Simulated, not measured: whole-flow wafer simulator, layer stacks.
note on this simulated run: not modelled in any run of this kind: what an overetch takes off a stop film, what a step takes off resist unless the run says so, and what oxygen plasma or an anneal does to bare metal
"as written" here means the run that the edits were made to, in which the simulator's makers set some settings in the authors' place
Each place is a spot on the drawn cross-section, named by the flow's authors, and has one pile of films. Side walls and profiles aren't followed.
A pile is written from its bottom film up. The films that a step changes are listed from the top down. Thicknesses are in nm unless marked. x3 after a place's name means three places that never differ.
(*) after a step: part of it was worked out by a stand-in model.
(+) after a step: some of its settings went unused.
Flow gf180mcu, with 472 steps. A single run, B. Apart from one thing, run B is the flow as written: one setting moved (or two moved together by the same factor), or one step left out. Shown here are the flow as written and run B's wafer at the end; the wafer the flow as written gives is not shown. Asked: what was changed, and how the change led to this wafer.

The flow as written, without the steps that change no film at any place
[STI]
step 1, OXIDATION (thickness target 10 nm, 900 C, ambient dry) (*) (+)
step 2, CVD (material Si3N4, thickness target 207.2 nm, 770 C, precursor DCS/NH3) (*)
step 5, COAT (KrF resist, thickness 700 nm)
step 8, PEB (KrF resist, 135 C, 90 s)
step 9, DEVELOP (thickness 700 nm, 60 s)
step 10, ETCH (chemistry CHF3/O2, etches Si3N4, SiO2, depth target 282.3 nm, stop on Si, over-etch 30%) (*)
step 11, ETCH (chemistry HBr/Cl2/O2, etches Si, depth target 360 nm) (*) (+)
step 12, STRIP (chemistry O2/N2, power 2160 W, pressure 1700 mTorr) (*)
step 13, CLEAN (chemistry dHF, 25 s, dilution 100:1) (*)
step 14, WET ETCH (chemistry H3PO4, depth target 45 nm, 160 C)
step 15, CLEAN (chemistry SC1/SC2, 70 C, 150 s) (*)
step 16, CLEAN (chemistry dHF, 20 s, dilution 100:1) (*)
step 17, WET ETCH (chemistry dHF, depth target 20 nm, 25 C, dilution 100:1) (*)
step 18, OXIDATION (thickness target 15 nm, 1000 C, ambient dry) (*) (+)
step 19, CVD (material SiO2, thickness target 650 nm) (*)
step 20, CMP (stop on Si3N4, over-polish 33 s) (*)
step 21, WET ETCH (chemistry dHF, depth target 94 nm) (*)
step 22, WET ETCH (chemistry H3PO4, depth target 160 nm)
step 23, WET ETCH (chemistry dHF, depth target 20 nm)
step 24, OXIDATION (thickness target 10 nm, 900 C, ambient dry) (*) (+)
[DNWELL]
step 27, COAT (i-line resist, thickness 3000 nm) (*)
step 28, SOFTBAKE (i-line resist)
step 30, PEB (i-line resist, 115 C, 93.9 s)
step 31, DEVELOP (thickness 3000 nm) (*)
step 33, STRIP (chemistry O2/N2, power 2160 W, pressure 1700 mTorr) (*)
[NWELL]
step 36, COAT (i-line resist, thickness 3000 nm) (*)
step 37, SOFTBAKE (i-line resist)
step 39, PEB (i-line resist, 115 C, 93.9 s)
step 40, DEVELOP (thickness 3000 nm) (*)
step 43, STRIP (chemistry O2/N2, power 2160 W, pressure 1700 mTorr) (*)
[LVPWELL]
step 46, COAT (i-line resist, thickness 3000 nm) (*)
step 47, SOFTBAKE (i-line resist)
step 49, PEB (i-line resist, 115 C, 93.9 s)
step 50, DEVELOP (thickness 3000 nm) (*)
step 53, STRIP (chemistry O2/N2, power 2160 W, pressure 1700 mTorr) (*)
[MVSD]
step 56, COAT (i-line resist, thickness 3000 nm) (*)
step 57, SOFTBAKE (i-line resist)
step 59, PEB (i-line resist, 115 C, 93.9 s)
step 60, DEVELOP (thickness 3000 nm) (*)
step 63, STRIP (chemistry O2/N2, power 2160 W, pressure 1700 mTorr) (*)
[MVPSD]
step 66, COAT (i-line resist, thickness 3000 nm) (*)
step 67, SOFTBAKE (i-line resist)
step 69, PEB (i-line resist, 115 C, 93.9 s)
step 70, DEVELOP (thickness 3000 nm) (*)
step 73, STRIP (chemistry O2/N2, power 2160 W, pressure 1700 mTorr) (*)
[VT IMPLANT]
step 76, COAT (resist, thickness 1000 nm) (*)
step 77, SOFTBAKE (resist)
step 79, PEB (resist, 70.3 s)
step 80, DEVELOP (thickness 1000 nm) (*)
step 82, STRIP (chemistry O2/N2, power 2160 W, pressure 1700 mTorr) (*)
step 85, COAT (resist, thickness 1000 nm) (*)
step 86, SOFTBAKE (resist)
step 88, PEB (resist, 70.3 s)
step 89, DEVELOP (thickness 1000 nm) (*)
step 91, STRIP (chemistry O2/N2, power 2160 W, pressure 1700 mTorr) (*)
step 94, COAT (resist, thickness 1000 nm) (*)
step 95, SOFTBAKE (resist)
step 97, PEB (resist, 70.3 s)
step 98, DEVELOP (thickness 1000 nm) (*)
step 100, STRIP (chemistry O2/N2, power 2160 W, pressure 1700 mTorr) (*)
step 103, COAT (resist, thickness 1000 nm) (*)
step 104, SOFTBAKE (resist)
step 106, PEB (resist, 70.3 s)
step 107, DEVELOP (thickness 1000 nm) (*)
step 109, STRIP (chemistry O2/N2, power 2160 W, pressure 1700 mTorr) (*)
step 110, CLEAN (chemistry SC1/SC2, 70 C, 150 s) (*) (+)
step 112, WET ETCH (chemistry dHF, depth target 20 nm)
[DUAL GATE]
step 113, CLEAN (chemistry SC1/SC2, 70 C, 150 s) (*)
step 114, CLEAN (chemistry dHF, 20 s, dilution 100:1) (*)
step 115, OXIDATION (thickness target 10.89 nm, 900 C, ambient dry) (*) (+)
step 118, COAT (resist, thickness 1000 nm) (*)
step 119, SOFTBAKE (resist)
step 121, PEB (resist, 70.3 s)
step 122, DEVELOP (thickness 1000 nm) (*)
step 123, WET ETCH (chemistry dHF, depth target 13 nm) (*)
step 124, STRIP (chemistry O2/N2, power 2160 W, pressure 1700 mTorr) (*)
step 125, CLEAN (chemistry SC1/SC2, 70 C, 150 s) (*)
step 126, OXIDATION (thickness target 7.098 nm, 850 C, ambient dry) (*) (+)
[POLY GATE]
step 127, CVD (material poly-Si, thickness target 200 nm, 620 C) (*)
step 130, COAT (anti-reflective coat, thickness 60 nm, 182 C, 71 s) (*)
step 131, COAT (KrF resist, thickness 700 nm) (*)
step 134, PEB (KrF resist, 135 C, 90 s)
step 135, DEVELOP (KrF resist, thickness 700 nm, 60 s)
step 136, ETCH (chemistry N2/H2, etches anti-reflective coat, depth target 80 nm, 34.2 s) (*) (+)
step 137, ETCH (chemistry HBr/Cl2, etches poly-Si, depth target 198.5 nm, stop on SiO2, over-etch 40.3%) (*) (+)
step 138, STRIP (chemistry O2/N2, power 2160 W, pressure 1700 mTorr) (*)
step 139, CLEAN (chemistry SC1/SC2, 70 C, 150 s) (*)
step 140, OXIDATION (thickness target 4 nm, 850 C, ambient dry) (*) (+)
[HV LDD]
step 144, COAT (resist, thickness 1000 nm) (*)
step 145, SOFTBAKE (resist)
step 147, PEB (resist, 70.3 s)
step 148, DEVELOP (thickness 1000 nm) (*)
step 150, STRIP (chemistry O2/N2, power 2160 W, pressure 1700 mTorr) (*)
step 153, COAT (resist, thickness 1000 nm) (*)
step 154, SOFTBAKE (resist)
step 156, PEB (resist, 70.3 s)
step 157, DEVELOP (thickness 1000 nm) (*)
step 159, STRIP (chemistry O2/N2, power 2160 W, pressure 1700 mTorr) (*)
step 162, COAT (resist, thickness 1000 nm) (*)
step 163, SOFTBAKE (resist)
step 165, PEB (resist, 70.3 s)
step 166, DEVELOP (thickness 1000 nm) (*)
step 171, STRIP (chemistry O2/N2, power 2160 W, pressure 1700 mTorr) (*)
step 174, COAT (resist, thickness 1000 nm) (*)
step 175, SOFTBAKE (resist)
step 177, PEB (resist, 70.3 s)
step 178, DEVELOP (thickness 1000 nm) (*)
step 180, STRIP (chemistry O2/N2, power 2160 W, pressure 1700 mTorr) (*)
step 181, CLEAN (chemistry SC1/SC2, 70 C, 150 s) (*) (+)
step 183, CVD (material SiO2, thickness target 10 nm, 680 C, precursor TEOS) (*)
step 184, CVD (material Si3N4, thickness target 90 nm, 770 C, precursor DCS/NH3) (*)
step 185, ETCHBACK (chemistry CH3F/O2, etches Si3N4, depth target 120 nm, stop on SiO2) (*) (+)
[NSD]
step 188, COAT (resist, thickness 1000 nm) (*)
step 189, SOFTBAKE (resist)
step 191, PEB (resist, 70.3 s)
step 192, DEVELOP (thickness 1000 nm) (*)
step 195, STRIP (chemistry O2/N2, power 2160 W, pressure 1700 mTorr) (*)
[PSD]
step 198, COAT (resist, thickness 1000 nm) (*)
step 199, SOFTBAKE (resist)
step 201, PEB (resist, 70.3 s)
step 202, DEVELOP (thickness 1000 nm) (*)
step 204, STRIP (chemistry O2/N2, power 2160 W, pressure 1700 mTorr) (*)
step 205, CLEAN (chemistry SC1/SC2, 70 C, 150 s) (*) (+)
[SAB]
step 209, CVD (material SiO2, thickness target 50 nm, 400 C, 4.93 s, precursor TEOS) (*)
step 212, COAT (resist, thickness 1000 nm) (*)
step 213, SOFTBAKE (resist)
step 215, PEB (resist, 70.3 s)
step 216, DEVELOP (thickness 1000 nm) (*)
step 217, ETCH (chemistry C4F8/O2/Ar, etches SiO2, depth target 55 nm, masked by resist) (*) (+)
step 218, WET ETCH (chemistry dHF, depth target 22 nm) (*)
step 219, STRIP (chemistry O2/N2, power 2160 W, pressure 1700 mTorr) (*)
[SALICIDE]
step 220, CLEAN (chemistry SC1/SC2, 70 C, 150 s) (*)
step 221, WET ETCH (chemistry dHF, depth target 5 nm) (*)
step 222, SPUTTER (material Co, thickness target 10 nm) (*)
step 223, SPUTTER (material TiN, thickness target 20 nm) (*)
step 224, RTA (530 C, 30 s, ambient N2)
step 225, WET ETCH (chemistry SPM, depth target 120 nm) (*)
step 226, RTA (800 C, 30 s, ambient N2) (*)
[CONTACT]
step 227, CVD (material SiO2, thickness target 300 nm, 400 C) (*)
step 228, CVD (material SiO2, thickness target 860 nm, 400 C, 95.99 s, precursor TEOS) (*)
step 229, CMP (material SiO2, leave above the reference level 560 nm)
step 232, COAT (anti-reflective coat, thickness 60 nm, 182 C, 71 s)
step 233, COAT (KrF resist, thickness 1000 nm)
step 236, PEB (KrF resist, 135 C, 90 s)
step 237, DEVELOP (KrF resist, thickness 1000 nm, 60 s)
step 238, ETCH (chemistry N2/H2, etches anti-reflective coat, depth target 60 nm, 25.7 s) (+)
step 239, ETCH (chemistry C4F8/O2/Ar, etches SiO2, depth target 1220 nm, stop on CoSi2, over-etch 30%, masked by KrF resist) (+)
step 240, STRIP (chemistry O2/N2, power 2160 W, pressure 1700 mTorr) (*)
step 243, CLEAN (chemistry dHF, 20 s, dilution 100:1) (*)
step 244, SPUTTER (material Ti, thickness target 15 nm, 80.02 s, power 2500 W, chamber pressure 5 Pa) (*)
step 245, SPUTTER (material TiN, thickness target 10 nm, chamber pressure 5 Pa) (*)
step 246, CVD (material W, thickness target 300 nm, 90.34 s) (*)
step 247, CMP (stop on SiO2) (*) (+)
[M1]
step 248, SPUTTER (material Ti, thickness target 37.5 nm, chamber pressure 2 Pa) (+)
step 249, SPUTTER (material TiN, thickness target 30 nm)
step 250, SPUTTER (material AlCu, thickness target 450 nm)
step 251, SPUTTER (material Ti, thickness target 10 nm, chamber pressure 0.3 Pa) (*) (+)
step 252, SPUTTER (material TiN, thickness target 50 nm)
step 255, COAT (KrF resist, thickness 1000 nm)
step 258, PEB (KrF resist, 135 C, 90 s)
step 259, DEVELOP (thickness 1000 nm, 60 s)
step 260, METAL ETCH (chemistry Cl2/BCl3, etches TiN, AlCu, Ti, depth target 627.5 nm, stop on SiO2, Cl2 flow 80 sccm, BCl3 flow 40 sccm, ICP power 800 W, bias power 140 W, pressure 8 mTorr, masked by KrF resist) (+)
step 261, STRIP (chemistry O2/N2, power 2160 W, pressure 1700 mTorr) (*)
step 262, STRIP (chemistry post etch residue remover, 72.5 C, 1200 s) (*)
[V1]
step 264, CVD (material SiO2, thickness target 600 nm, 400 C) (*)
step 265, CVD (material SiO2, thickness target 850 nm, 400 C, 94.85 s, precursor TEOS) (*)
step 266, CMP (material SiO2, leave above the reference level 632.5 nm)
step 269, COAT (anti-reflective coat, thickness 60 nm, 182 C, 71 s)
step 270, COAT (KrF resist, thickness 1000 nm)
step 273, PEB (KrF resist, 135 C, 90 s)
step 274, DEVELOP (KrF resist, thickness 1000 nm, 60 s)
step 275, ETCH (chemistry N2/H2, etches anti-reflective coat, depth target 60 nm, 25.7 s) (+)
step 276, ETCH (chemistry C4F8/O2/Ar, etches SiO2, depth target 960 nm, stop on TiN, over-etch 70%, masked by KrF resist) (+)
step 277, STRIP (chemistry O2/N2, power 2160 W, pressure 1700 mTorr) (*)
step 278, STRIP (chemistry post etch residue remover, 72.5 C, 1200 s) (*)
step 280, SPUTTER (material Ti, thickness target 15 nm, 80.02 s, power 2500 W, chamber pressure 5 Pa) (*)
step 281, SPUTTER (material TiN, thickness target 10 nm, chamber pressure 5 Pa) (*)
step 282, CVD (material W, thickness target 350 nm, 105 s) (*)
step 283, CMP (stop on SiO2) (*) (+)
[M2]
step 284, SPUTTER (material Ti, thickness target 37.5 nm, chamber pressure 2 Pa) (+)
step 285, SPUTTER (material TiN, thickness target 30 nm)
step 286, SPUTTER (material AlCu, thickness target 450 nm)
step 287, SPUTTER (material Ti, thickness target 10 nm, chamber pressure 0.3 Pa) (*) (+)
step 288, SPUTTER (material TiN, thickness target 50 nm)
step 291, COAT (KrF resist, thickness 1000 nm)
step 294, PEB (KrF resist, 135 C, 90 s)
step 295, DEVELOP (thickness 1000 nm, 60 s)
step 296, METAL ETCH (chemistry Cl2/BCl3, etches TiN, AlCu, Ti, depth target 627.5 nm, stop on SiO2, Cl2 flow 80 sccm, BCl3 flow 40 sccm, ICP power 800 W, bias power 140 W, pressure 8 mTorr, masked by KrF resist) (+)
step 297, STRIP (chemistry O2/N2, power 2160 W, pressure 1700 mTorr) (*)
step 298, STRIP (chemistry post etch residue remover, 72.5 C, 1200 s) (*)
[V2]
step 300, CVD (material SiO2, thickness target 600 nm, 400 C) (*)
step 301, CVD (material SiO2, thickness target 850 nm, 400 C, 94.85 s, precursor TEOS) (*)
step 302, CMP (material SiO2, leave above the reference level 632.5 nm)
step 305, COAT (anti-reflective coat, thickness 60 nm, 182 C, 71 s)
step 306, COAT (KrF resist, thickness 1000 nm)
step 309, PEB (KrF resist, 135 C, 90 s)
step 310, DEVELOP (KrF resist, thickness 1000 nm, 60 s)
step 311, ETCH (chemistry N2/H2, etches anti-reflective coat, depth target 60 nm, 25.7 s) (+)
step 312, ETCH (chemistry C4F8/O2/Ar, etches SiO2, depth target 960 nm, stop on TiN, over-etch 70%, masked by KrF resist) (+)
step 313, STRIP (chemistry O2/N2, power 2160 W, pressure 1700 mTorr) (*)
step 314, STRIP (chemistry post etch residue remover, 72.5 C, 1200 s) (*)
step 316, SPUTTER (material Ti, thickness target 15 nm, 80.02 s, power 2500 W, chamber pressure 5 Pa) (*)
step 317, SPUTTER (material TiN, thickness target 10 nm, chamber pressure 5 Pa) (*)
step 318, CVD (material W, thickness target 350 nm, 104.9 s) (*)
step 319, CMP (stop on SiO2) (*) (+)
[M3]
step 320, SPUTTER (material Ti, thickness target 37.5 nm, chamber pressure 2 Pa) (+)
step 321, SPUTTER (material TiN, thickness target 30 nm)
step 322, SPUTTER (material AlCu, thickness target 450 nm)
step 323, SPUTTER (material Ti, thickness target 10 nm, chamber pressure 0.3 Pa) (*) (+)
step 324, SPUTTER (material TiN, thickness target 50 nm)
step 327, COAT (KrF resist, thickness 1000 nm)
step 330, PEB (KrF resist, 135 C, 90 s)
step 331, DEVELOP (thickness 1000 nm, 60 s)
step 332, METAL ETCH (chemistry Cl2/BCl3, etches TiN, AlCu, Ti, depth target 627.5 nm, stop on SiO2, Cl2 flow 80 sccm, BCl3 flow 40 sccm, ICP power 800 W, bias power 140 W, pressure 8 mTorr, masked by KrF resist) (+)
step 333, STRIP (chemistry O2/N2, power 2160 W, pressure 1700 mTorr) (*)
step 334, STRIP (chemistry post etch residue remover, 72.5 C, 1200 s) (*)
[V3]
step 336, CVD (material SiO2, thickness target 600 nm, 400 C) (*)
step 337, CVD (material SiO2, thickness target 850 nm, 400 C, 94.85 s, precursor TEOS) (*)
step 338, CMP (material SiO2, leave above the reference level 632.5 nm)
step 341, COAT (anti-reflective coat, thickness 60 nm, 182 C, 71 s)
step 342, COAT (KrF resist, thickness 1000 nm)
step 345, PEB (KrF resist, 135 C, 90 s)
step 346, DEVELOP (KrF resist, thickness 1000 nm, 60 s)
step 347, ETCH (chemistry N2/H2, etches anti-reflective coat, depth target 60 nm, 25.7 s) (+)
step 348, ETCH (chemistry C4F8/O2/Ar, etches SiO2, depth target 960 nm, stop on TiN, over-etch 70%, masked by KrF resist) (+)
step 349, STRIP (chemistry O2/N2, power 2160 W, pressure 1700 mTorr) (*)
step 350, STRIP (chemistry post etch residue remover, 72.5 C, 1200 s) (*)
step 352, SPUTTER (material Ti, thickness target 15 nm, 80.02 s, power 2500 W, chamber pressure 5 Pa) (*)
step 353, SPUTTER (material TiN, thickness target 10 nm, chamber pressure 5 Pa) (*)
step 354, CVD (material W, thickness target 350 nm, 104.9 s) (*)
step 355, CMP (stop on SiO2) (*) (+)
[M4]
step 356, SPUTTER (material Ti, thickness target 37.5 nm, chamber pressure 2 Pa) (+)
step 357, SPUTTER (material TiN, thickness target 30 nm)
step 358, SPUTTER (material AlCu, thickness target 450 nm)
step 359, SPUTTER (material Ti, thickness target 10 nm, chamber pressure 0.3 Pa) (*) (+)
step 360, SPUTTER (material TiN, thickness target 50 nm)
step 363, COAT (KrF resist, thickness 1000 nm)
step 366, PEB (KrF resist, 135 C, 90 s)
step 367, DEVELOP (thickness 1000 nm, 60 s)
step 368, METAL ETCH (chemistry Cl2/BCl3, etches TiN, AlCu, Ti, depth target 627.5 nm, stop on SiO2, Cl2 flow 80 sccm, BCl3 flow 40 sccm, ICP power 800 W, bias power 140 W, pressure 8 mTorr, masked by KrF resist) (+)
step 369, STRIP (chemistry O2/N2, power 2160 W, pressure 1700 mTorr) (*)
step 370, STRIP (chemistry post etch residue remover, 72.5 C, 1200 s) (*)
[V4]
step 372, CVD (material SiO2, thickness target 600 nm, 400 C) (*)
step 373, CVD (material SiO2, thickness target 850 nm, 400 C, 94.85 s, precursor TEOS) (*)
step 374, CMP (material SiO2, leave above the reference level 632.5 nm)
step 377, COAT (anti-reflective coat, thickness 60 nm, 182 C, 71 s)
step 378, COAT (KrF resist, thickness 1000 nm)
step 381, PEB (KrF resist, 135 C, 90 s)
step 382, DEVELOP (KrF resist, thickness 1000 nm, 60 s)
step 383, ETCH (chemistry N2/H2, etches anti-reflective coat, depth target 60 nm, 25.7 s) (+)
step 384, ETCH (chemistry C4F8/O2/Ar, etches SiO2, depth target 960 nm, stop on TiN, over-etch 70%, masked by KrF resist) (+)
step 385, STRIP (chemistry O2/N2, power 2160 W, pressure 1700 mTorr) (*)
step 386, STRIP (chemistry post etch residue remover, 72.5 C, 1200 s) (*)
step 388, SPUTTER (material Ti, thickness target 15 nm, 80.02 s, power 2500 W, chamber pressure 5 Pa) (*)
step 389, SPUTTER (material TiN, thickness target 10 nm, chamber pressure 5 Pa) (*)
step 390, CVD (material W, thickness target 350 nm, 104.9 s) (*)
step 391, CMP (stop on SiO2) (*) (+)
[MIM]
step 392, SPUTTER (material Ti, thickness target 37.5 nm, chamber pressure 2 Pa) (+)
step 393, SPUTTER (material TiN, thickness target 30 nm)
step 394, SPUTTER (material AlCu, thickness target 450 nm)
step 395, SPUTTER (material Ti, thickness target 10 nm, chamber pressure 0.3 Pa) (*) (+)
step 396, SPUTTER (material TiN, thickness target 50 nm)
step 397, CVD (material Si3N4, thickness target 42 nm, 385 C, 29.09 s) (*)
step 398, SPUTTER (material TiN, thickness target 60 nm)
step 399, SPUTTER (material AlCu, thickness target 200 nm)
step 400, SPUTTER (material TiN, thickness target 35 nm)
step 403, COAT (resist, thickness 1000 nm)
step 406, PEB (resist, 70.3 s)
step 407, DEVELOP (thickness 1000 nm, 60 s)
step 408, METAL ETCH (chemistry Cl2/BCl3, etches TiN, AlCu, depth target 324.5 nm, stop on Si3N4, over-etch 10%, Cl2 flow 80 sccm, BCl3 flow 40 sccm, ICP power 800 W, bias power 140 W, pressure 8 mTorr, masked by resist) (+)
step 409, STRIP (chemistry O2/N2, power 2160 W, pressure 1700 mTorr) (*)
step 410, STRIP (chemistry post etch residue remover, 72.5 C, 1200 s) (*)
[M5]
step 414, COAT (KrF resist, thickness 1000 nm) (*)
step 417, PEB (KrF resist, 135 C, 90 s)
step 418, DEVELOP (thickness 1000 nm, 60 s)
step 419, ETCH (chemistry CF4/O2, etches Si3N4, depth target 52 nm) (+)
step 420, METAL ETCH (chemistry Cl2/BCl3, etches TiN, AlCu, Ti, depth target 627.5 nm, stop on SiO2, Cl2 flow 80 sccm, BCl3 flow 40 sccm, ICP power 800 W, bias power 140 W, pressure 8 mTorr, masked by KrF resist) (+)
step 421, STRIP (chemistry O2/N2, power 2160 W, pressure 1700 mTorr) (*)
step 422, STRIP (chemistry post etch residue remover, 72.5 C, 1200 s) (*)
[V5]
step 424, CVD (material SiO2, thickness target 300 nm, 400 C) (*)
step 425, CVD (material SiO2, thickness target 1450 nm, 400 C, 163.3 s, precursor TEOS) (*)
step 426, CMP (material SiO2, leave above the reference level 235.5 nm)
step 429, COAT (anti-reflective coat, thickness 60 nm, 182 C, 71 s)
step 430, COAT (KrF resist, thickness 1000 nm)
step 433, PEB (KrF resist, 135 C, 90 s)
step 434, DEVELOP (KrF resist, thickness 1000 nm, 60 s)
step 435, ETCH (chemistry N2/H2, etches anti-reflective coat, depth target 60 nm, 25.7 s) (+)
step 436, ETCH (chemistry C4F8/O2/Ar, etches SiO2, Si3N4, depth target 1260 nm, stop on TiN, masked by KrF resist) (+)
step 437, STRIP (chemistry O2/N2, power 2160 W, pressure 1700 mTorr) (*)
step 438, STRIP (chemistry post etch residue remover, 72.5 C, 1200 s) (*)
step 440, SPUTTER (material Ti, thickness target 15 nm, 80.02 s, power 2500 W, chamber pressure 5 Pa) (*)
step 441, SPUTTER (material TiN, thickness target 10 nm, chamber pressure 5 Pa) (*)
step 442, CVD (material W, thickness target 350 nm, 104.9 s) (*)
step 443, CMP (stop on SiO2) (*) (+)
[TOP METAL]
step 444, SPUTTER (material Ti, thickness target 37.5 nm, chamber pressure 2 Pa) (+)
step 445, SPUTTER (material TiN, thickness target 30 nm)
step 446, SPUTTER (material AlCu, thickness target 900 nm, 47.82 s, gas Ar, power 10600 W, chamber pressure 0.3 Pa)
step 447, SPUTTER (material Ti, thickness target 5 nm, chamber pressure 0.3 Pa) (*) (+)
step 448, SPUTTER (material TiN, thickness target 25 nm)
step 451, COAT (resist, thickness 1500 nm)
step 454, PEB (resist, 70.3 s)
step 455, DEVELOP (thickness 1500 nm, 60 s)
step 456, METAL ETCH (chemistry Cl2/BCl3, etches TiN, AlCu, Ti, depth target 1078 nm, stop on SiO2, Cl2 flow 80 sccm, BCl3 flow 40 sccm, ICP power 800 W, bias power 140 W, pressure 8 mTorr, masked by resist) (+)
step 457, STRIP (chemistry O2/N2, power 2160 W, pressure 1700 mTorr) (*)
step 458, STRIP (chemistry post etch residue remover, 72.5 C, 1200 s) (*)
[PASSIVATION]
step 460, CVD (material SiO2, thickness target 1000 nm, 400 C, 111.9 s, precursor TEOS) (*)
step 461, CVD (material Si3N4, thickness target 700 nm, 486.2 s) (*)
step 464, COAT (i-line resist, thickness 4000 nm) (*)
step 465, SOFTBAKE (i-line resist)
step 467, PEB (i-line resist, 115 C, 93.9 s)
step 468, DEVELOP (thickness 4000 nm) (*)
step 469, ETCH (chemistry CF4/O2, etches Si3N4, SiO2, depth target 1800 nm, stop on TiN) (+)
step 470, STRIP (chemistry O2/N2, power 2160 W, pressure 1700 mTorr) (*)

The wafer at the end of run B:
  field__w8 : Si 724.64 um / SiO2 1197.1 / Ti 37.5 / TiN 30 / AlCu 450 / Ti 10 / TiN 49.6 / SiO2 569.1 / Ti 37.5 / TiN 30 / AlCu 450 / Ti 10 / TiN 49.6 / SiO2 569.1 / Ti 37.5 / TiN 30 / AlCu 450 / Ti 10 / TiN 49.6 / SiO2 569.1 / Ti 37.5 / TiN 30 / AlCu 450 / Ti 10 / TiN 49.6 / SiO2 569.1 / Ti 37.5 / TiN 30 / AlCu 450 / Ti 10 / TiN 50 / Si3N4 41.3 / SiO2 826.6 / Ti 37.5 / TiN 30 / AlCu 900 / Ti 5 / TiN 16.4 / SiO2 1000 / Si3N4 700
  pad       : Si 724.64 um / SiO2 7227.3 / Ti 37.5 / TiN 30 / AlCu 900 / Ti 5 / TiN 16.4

The reason: step 448, SPUTTER: thickness target 16.8 nm was run, whereas the flow has thickness target 25 nm.

The path from the change to this, step by step:
  step 448, SPUTTER (material TiN, thickness target 25 nm)
      field, field__w1, field__w2 and 109 more: +16.8 TiN (new film) (as written it would have been: +25 TiN (new film))
  step 456, METAL ETCH (chemistry Cl2/BCl3, etches TiN, AlCu, Ti, depth target 1078 nm, stop on SiO2, Cl2 flow 80 sccm, BCl3 flow 40 sccm, ICP power 800 W, bias power 140 W, pressure 8 mTorr, masked by resist) (+)
      field, field__w1, field__w2 and 103 more: -16.8 TiN (all of it), -5 Ti (all of it), -900 AlCu (all of it), -30 TiN (all of it), -37.5 Ti (all of it) (as written it would have been: -25 TiN (all of it), -5 Ti (all of it), -900 AlCu (all of it), -30 TiN (all of it), -37.5 Ti (all of it))
